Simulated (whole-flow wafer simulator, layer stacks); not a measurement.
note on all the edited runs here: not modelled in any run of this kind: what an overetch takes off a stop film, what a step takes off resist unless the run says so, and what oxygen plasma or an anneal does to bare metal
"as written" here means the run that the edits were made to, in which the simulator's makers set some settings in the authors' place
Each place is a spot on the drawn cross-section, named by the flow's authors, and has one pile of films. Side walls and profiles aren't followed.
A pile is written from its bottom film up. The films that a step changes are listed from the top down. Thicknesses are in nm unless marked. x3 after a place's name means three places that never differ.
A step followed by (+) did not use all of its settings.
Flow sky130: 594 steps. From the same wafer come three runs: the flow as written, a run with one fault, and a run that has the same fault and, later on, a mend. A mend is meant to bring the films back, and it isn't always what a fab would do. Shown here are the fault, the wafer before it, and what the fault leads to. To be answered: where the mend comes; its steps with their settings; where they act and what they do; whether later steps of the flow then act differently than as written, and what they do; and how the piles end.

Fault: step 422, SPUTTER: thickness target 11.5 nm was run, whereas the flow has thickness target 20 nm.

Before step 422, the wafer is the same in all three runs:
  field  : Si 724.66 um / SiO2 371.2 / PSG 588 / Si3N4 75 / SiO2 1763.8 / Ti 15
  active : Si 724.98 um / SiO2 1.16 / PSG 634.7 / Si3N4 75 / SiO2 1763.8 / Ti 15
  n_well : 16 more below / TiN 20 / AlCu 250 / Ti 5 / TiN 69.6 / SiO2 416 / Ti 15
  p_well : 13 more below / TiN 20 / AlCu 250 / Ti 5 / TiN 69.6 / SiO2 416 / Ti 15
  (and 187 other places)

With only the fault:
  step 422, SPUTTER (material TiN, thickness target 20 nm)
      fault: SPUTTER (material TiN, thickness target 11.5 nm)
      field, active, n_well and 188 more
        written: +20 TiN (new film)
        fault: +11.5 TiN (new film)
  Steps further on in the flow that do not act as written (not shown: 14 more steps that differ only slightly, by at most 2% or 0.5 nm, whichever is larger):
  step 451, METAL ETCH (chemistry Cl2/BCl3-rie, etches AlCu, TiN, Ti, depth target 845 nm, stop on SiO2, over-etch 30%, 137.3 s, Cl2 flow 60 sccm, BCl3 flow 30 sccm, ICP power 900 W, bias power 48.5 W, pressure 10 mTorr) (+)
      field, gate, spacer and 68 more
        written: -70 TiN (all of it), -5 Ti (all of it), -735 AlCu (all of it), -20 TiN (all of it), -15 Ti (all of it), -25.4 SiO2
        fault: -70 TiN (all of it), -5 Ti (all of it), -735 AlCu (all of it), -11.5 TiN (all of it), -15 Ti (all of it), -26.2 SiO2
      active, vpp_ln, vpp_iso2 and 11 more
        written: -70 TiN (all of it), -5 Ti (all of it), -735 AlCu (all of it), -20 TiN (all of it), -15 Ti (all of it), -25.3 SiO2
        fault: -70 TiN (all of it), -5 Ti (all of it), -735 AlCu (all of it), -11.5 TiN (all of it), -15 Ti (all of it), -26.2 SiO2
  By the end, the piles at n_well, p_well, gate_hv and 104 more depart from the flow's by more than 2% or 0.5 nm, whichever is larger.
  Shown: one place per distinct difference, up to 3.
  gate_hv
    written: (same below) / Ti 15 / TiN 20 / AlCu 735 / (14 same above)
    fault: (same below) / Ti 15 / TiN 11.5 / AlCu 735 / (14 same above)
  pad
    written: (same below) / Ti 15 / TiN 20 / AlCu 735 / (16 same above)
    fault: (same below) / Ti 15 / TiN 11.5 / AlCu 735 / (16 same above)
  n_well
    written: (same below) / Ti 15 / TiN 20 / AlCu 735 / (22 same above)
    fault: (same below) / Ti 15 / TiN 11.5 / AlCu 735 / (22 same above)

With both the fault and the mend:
  After step 422 comes the mend.
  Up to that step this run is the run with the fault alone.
  step 422a, SPUTTER (material TiN, thickness target 8.5 nm) (a further turn of the flow's step 422, with different settings)
      field, active, n_well and 188 more
        +8.5 TiN
  None of the later steps of the flow acts differently than as written at any place that is followed.
  At every place that both follow, the piles at the end match the flow's.
